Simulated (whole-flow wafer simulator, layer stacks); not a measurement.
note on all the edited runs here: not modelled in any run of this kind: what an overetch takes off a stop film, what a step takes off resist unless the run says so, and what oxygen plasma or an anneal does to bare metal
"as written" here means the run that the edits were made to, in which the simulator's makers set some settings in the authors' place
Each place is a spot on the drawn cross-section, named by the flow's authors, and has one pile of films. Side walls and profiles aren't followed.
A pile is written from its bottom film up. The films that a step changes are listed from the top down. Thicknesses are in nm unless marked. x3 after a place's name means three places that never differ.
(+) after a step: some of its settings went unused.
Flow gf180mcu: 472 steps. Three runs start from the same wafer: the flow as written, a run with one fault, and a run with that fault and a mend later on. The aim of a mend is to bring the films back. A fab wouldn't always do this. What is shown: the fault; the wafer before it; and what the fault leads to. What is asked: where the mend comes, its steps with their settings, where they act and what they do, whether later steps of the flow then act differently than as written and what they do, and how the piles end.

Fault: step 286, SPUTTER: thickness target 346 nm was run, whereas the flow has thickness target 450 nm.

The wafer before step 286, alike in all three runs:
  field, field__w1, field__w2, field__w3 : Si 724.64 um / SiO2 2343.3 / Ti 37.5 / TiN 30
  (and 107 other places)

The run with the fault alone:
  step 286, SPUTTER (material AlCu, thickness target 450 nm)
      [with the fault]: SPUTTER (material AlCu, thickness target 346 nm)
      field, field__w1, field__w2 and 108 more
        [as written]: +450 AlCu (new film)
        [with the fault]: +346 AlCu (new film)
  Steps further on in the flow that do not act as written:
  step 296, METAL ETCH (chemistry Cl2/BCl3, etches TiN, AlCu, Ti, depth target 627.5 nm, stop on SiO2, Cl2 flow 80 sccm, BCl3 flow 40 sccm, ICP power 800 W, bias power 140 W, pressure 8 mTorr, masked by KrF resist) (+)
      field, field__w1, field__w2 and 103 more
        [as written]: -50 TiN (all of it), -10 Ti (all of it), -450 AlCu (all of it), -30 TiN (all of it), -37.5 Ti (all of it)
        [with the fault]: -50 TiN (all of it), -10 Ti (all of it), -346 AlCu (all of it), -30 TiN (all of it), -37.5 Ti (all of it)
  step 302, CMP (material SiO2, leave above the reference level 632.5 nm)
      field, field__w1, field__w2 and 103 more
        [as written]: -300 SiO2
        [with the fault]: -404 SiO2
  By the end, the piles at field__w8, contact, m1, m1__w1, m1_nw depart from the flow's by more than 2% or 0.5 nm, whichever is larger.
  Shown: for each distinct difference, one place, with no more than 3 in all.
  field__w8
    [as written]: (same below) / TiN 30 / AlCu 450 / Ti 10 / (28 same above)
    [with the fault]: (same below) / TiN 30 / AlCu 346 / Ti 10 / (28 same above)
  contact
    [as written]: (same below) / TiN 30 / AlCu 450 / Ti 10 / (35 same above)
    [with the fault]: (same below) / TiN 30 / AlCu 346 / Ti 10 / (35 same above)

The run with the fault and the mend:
  After step 286 comes the mend.
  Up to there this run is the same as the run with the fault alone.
  step 286a, SPUTTER (material AlCu, thickness target 104 nm) (the flow's step 286, run once more with other settings)
      field, field__w1, field__w2 and 108 more
        +104 AlCu
  Later steps of the flow that are run all act as written at every place that is followed.
  At every place that both follow, the piles at the end match the flow's.
